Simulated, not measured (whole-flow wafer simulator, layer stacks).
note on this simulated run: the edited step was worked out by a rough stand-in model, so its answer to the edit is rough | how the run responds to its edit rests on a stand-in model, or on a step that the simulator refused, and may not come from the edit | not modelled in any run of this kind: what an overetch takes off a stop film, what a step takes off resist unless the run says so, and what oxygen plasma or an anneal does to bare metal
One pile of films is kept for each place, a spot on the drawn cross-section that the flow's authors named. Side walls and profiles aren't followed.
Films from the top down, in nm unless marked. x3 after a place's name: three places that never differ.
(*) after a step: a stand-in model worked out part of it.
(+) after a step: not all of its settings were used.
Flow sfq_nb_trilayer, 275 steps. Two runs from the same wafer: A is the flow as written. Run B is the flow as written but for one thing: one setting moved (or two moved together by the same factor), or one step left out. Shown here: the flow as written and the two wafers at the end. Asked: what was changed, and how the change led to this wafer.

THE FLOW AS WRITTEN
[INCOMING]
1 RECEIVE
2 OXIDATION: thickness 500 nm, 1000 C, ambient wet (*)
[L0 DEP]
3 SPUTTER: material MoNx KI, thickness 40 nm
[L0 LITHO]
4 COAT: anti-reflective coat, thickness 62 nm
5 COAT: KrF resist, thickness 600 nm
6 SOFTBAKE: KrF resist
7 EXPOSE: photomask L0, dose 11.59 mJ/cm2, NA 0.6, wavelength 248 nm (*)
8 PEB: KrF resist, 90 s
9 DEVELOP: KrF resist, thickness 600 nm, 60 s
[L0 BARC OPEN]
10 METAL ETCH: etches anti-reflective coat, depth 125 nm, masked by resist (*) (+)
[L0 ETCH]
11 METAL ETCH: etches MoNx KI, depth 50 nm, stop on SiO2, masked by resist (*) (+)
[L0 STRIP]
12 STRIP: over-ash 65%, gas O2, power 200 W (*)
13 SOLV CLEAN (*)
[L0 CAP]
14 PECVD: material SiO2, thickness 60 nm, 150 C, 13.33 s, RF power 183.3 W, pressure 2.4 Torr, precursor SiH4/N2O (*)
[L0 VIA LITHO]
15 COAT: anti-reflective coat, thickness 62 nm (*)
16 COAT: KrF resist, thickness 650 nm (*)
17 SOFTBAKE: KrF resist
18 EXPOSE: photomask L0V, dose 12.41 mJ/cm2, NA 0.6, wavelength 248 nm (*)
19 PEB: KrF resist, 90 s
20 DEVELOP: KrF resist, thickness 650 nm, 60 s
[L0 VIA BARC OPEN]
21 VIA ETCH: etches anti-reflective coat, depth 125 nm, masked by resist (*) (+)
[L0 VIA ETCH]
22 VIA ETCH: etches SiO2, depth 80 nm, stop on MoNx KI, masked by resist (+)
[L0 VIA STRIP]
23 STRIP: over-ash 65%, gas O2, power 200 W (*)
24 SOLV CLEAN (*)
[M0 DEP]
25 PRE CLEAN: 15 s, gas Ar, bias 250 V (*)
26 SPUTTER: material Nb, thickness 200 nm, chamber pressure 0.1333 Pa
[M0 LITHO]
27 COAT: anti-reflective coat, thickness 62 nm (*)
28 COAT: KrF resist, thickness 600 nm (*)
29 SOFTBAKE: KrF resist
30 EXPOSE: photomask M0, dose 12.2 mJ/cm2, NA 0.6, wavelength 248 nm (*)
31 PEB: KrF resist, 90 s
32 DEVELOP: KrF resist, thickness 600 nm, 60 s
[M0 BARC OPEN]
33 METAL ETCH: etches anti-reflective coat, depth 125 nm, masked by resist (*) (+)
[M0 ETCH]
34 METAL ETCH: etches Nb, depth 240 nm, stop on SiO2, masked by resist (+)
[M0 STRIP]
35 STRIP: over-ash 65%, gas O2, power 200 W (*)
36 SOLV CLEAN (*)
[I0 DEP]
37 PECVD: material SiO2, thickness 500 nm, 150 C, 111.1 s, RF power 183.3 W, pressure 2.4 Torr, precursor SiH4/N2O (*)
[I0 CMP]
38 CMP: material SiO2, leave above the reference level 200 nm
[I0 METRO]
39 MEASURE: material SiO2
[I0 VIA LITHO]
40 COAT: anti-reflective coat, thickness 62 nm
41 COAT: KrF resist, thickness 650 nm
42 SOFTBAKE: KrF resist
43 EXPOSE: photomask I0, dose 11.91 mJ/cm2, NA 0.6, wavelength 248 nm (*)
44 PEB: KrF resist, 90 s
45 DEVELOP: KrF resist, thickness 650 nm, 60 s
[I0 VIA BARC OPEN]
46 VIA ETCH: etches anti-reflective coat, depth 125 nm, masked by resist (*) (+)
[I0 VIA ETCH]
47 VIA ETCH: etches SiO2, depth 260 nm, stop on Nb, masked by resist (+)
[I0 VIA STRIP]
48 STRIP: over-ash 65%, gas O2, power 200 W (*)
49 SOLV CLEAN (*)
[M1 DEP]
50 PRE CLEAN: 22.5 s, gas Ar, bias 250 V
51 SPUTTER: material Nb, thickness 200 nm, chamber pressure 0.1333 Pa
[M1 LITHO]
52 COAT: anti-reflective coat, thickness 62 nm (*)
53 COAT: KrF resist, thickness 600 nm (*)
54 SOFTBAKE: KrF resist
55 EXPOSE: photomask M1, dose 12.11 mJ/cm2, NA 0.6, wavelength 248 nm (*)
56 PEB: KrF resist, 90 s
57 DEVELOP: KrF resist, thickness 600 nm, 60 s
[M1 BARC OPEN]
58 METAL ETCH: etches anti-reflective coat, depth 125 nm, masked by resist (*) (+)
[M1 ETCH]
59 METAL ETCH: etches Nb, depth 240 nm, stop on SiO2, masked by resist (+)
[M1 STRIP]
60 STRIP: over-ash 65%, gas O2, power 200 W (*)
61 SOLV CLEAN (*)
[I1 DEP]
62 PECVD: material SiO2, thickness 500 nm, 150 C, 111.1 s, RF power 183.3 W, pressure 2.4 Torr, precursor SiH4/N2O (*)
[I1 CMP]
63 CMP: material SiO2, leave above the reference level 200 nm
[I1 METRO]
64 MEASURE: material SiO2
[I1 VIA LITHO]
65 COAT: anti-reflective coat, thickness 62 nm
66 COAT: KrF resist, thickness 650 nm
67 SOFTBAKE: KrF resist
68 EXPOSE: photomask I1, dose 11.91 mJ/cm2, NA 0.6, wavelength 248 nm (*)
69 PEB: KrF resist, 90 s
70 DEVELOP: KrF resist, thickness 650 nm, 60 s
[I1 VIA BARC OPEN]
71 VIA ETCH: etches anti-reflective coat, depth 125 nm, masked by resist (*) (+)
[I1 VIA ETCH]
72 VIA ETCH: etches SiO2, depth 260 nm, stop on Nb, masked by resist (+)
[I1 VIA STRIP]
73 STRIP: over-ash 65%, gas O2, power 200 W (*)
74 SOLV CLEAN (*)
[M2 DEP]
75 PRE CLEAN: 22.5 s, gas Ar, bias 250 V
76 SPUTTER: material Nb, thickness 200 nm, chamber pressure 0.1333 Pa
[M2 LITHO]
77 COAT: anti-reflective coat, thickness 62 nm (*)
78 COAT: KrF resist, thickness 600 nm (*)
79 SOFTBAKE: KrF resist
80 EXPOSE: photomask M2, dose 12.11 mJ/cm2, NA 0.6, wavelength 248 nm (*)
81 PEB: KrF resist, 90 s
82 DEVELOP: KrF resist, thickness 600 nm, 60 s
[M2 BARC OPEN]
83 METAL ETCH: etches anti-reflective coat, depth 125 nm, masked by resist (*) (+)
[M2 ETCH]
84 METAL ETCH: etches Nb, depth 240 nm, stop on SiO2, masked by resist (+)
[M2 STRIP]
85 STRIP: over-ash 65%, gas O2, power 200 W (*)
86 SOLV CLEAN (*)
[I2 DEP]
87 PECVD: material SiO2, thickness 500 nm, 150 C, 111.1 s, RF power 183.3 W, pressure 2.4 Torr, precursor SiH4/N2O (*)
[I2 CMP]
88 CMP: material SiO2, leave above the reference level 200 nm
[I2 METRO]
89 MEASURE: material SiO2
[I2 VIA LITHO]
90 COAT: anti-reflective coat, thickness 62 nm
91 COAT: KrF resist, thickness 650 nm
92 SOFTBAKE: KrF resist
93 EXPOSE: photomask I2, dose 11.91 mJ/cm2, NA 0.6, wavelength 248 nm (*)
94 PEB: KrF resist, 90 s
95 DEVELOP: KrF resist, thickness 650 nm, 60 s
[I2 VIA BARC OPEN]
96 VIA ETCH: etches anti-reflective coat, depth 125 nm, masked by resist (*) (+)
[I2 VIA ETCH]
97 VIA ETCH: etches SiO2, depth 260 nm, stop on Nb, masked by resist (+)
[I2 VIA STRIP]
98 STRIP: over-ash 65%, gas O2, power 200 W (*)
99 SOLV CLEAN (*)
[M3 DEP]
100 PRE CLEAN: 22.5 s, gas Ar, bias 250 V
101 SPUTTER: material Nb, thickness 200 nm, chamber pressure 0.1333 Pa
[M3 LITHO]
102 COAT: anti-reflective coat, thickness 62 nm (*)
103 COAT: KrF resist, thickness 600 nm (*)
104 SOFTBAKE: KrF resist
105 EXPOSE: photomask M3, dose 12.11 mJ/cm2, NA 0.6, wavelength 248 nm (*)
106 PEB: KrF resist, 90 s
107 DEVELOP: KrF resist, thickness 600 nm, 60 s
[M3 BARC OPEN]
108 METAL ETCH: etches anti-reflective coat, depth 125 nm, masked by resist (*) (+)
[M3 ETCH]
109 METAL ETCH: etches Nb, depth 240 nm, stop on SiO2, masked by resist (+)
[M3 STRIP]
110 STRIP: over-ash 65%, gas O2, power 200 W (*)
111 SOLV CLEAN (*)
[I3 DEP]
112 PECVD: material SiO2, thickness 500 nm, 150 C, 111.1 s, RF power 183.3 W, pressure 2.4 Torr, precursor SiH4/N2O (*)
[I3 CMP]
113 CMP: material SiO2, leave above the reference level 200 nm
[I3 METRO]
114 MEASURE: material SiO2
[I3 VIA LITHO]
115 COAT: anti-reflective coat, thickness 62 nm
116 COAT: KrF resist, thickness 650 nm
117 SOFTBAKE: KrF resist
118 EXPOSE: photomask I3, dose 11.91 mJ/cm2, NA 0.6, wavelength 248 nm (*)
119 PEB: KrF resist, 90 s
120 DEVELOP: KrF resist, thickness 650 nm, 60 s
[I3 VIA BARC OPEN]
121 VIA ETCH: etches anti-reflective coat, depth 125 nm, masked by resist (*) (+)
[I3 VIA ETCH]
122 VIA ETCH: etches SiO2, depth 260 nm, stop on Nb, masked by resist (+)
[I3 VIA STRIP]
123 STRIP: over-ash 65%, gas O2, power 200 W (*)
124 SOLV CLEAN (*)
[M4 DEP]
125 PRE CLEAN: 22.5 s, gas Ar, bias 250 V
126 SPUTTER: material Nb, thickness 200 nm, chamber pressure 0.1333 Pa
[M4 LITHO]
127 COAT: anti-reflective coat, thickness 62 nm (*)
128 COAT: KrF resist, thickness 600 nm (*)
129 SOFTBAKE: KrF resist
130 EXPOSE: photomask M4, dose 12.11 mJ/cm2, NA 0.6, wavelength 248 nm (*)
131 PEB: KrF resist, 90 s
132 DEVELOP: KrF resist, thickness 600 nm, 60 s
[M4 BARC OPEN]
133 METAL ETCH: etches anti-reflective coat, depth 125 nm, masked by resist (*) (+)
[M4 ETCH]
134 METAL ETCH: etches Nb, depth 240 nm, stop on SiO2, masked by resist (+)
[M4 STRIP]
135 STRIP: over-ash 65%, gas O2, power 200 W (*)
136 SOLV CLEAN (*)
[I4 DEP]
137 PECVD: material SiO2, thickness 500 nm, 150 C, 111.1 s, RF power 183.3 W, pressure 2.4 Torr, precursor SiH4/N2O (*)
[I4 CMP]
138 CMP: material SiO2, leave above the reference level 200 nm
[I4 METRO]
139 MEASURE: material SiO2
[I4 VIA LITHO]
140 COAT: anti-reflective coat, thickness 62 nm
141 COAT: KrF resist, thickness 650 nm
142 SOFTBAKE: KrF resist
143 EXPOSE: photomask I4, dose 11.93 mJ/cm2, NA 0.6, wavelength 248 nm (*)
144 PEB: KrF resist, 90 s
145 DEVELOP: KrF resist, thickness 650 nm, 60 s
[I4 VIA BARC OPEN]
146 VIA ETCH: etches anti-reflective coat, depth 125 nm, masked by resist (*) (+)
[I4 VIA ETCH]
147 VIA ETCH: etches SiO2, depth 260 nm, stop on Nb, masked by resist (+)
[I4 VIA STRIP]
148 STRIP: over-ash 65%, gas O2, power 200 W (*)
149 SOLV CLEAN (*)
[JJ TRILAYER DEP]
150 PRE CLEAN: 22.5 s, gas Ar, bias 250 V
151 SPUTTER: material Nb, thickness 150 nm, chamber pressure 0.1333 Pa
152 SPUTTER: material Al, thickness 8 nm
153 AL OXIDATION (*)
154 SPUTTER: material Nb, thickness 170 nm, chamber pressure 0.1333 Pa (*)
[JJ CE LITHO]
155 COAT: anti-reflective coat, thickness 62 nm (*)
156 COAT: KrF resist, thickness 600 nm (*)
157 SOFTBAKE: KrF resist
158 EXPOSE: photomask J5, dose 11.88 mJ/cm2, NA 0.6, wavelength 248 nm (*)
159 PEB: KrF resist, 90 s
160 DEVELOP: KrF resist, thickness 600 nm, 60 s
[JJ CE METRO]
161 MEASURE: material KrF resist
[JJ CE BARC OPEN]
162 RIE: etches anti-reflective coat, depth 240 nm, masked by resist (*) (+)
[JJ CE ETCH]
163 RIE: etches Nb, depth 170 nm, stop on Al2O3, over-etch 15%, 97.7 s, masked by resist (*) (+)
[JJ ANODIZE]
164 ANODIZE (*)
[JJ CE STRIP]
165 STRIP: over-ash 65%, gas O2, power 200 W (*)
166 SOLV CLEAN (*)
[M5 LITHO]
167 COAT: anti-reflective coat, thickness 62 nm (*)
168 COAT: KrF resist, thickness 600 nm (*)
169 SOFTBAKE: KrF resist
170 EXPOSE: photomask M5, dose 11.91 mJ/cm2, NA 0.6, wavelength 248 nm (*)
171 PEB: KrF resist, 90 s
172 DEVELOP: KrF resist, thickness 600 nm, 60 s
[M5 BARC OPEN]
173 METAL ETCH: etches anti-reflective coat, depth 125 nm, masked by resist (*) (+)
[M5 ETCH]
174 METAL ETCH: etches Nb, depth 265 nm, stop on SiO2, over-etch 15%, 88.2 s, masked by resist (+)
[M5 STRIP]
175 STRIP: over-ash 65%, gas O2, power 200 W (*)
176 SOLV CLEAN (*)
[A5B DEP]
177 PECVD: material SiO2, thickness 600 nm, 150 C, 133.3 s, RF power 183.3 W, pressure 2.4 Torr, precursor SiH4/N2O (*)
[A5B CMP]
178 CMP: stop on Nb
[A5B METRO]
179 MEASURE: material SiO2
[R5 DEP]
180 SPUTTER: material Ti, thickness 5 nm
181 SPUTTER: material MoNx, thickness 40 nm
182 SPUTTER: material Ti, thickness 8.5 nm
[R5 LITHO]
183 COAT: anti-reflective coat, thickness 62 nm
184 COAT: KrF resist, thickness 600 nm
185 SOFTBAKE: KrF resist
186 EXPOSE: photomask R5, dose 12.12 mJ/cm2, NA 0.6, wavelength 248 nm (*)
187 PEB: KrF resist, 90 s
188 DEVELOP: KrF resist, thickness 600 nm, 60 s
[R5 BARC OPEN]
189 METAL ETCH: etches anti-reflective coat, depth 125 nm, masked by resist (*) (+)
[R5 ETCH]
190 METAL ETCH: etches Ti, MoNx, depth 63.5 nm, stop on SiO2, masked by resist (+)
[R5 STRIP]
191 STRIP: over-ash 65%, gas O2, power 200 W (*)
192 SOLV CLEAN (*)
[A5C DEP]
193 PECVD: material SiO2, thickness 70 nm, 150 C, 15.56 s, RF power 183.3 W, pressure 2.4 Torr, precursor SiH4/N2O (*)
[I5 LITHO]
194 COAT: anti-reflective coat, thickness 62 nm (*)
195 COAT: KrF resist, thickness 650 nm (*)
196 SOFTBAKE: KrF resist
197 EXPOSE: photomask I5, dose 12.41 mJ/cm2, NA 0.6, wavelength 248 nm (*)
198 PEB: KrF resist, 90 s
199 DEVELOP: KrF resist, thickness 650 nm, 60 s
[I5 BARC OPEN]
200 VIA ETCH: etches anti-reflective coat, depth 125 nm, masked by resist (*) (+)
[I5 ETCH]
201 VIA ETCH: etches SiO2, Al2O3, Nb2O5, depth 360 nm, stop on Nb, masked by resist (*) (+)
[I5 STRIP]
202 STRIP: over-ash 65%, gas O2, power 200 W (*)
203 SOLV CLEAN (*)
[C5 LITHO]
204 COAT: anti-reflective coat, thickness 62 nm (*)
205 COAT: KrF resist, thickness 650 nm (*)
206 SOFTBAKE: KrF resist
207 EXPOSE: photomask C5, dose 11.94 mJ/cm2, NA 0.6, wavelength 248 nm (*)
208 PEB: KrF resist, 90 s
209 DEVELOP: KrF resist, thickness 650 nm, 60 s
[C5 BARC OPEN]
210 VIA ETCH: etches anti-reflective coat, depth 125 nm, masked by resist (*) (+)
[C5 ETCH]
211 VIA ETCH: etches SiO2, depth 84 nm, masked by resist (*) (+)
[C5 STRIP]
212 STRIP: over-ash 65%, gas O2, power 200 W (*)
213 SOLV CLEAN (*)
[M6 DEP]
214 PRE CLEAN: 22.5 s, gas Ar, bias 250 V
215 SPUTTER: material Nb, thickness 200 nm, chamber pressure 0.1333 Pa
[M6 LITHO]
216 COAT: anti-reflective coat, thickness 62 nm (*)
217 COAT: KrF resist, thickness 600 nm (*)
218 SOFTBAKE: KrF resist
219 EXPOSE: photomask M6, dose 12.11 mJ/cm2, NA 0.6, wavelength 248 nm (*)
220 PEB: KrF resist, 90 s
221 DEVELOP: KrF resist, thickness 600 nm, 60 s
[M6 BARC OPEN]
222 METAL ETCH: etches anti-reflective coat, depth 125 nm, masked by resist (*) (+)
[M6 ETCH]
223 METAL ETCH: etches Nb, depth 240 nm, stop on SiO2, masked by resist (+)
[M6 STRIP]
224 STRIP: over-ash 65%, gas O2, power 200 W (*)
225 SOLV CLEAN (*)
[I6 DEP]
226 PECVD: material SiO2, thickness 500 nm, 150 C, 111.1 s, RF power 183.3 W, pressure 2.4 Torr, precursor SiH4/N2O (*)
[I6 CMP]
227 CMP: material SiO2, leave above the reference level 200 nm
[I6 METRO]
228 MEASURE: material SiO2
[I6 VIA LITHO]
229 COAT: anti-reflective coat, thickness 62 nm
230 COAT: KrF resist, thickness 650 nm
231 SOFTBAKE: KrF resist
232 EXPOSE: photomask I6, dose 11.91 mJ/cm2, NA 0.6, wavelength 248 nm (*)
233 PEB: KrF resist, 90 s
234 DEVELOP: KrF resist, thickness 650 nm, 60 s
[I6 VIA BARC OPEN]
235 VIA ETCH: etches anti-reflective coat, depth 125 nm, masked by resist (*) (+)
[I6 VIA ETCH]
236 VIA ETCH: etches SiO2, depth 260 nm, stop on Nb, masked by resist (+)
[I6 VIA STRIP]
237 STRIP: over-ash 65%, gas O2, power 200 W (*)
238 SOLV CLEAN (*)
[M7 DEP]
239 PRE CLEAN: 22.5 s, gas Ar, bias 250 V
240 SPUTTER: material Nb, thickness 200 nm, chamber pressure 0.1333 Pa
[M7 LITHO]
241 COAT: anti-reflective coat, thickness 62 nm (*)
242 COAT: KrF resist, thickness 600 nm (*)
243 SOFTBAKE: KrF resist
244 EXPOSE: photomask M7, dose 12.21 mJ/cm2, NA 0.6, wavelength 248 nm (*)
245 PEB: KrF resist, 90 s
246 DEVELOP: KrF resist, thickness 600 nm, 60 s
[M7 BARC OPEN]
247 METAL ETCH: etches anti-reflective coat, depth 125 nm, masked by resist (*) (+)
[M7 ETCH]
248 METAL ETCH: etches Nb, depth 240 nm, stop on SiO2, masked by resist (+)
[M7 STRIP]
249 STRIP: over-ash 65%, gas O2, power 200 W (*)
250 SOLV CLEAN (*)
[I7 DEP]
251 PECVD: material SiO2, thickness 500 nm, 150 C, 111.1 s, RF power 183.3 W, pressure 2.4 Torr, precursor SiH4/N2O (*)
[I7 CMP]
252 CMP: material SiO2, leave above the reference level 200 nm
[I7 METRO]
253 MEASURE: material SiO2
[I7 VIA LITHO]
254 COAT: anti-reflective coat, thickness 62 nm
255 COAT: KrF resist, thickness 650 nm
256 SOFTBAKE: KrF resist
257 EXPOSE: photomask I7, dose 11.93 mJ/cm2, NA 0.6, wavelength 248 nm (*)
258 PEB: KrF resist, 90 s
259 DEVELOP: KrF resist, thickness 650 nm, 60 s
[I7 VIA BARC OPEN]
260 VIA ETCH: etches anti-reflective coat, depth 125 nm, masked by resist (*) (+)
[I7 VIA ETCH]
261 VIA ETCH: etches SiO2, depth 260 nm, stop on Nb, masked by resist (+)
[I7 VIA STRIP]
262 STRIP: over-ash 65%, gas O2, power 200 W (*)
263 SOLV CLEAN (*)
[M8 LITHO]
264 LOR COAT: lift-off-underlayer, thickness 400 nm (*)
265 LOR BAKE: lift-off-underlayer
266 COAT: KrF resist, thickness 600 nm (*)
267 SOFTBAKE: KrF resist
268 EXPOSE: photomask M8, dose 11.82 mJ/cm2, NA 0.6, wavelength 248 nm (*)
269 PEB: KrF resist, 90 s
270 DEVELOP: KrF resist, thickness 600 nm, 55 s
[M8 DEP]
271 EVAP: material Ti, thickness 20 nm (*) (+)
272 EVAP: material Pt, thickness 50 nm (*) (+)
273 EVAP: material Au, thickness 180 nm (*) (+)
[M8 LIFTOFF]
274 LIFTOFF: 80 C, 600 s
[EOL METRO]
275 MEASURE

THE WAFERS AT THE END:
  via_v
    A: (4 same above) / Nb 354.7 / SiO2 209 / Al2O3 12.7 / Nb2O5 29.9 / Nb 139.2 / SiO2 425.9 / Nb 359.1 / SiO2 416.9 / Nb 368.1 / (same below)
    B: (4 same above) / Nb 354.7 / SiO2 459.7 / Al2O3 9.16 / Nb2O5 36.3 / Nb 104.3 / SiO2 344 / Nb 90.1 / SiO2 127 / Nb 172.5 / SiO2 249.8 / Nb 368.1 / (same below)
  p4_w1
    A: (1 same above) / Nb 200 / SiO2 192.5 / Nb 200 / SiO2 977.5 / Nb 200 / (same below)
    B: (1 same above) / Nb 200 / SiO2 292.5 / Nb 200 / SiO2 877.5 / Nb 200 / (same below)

The cause: step 87, PECVD: thickness 300 nm was run, where the flow has thickness 500 nm; step 87, PECVD: 66.67 s was run, where the flow has 111.1 s.

How the change led to this, step by step:
  87 PECVD: material SiO2, thickness 500 nm, 150 C, 111.1 s, RF power 183.3 W, pressure 2.4 Torr, precursor SiH4/N2O (*)
      field_l, be, be_sur and 81 more: A SiO2 +500 | B SiO2 +300
      v_sur, via_wl, via_w and 18 more: A SiO2 +500 (new film) | B SiO2 +300 (new film)
      (and at 1 more place)
  88 CMP: material SiO2, leave above the reference level 200 nm
      field_l, be, be_sur and 81 more: A SiO2 -100 | B nothing
      via_v: A SiO2 -181.6 | B nothing
      (and at 21 more places)
  90 COAT: anti-reflective coat, thickness 62 nm
      gap, m0r_line_l, m0r_line_r, m6r_line_l x2, m7r_line_l x2: A anti-reflective coat +62 (new film) | B anti-reflective coat +63.5 (new film)
      m0r_space_l, m0r_space_r, m6r_space_l x2, m7r_space_l x2: A anti-reflective coat +62 (new film) | B anti-reflective coat +75.6 (new film)
      (and at 62 more places)
  91 COAT: KrF resist, thickness 650 nm
      m0r_line_l, m0r_line_r, r5r_line_r, m6r_line_l x2, m7r_line_l x2: A KrF resist +650 (new film) | B KrF resist +669.6 (new film)
      m5r_linepad_l, m5r_linepad_r: A KrF resist +650 (new film) | B KrF resist +627.6 (new film)
      (and at 31 more places)
  95 DEVELOP: KrF resist, thickness 650 nm, 60 s
      via_w: A KrF resist -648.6 (all of it) | B KrF resist -612.9 (all of it)
  96 VIA ETCH: etches anti-reflective coat, depth 125 nm, masked by resist (*) (+)
      field_l, v_sur, via_wl and 102 more: A KrF resist -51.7 | B KrF resist -44.9
      via_w: A anti-reflective coat -62 (all of it), SiO2 -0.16 | B anti-reflective coat -53.8 (all of it), SiO2 -0.13
  98 STRIP: over-ash 65%, gas O2, power 200 W (*)
      m0r_line_l, m0r_line_r, m6r_line_l x2, m7r_line_l x2: A KrF resist -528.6 (all of it), anti-reflective coat -62 (all of it) | B KrF resist -555 (all of it), anti-reflective coat -63.5 (all of it)
      m0r_space_l, m0r_space_r, m6r_space_l x2, m7r_space_l x2: A KrF resist -528.6 (all of it), anti-reflective coat -62 (all of it) | B KrF resist -547.3 (all of it), anti-reflective coat -75.6 (all of it)
      (and at 82 more places)
  101 SPUTTER: material Nb, thickness 200 nm, chamber pressure 0.1333 Pa
      via_v: A Nb +200 (new film) | B Nb +172.5 (new film)
  102 COAT: anti-reflective coat, thickness 62 nm (*)
      l0r_line_r, m0r_line_l, m0r_line_r, m6r_line_l x2, m7r_line_l x2: A anti-reflective coat +62 (new film) | B anti-reflective coat +63.6 (new film)
      m0r_space_l, m0r_space_r, m6r_space_l x2, m7r_space_l x2: A anti-reflective coat +62 (new film) | B anti-reflective coat +73.2 (new film)
      (and at 58 more places)
  103 COAT: KrF resist, thickness 600 nm (*)
      m0r_line_l, m0r_line_r, m6r_line_l x2, m7r_line_l x2: A KrF resist +600 (new film) | B KrF resist +617.4 (new film)
      m0r_space_l, m0r_space_r, m6r_space_l x2, m7r_space_l x2: A KrF resist +600 (new film) | B KrF resist +612.3 (new film)
      (and at 33 more places)
  107 DEVELOP: KrF resist, thickness 600 nm, 60 s
      m0r_line_l, m0r_line_r, m6r_line_l x2, m7r_line_l x2: A KrF resist -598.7 (all of it) | B KrF resist -616.1 (all of it)
      m0r_space_l, m0r_space_r, m6r_space_l x2, m7r_space_l x2: A KrF resist -598.7 (all of it) | B KrF resist -611.1 (all of it)
      (and at 18 more places)
  108 METAL ETCH: etches anti-reflective coat, depth 125 nm, masked by resist (*) (+)
      v_sur, via_wl, via_w and 28 more: A KrF resist -51.7 | B KrF resist -61.8
      l0r_line_r, m0r_line_l, m0r_line_r, m6r_line_l x2, m7r_line_l x2: A anti-reflective coat -62 (all of it) | B anti-reflective coat -63.6 (all of it)
      (and at 41 more places)
  110 STRIP: over-ash 65%, gas O2, power 200 W (*)
      wl_a_sr, wl_b_sl: A KrF resist -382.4 (all of it), anti-reflective coat -62 (all of it) | B KrF resist -362.2 (all of it), anti-reflective coat -59.5 (all of it)
      v_sur: A KrF resist -365.3 (all of it), anti-reflective coat -61.1 (all of it) | B KrF resist -315.6 (all of it), anti-reflective coat -44.7 (all of it)
      (and at 22 more places)
  112 PECVD: material SiO2, thickness 500 nm, 150 C, 111.1 s, RF power 183.3 W, pressure 2.4 Torr, precursor SiH4/N2O (*)
      via_v: A SiO2 +500 (new film) | B SiO2 +551.7 (new film)
  113 CMP: material SiO2, leave above the reference level 200 nm
      field_l, be, be_sur and 64 more: A SiO2 -100 | B nothing
      p4_w1, p4_w2, p4_w3 and 6 more: A SiO2 -300 | B SiO2 -200
      (and at 9 more places)
  122 VIA ETCH: etches SiO2, depth 260 nm, stop on Nb, masked by resist (+)
      via_v: A SiO2 -199.8 (all of it) | B SiO2 -260
  ... 24 more steps ...
  178 CMP: stop on Nb
      via_v: A SiO2 -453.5 | B SiO2 -340.8
Counting metal films that touch as one body, via_v has 7 bodies (between them, from the top down: SiO2 437.8; SiO2 459.7 / Al2O3 9.16 / Nb2O5 36.3; SiO2 344; SiO2 127; SiO2 249.8; SiO2 192.5); the flow as written gives 6 bodies (between them, from the top down: SiO2 437.8; SiO2 209 / Al2O3 12.7 / Nb2O5 29.9; SiO2 425.9; SiO2 416.9; SiO2 192.5).
